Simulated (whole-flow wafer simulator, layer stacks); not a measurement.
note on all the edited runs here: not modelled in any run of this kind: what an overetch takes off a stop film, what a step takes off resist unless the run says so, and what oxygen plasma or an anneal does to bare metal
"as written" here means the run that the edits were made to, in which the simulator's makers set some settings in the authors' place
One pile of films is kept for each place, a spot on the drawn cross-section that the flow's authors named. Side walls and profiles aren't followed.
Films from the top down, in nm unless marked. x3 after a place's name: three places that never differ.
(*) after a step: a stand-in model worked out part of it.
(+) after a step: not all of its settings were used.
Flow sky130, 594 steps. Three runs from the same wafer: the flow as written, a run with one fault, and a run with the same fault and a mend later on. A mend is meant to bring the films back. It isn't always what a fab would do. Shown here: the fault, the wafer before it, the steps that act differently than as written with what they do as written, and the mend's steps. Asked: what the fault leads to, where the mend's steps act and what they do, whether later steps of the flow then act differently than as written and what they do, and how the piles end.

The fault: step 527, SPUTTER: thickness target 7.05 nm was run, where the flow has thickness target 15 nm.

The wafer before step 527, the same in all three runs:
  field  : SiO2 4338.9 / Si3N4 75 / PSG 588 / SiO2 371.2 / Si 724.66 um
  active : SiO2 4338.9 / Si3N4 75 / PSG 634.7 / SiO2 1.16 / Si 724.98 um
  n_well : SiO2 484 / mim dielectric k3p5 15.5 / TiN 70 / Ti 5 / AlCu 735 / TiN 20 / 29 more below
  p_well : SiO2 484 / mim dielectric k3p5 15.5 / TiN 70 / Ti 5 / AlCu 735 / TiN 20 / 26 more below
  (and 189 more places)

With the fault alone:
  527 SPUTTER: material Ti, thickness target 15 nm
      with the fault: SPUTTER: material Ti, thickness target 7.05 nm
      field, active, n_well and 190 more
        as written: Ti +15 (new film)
        with the fault: Ti +7.05 (new film)
  Later steps of the flow that act differently than as written (19 more steps differ only slightly, by at most 2% or 0.5 nm, whichever is larger, and aren't shown):
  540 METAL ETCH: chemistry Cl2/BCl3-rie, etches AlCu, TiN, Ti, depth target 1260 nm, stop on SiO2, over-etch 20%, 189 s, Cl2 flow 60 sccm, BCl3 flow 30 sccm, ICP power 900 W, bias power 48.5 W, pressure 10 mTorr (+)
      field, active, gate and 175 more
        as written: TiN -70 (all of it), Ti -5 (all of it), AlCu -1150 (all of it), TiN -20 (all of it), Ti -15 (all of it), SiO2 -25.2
        with the fault: TiN -70 (all of it), Ti -5 (all of it), AlCu -1150 (all of it), TiN -20 (all of it), Ti -7.05 (all of it), SiO2 -26
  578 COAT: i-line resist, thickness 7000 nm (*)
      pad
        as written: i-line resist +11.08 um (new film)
        with the fault: i-line resist +11.09 um (new film)
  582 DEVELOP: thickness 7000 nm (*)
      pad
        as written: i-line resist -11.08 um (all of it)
        with the fault: i-line resist -11.09 um (all of it)
  At the end the piles differ from the flow's by more than 2% or 0.5 nm, whichever is larger, at n_well, p_well, sd_n and 12 more.
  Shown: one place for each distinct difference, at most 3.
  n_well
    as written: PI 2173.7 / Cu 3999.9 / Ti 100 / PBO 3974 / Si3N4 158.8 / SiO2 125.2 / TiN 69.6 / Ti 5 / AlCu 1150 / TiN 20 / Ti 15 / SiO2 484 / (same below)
    with the fault: PI 2174.6 / Cu 3999.9 / Ti 100 / PBO 3979.7 / Si3N4 158.8 / SiO2 125.2 / TiN 69.6 / Ti 5 / AlCu 1150 / TiN 20 / Ti 7.05 / SiO2 484 / (same below)
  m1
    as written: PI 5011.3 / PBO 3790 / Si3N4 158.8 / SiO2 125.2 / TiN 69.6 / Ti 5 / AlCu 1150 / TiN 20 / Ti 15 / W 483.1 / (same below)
    with the fault: PI 5011.7 / PBO 3796.6 / Si3N4 158.8 / SiO2 125.2 / TiN 69.6 / Ti 5 / AlCu 1150 / TiN 20 / Ti 7.05 / W 483.1 / (same below)
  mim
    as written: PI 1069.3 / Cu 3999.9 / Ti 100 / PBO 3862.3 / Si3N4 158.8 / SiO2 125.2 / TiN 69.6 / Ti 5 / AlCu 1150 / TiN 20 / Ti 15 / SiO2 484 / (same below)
    with the fault: PI 1070 / Cu 3999.9 / Ti 100 / PBO 3868.4 / Si3N4 158.8 / SiO2 125.2 / TiN 69.6 / Ti 5 / AlCu 1150 / TiN 20 / Ti 7.05 / SiO2 484 / (same below)

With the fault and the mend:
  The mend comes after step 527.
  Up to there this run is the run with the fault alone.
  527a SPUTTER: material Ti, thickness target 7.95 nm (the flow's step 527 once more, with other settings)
      field, active, n_well and 190 more
        Ti +7.95
  No later step of the flow acts differently than as written at any place that is followed.
  At the end the piles are the same as the flow's at every place that both follow.
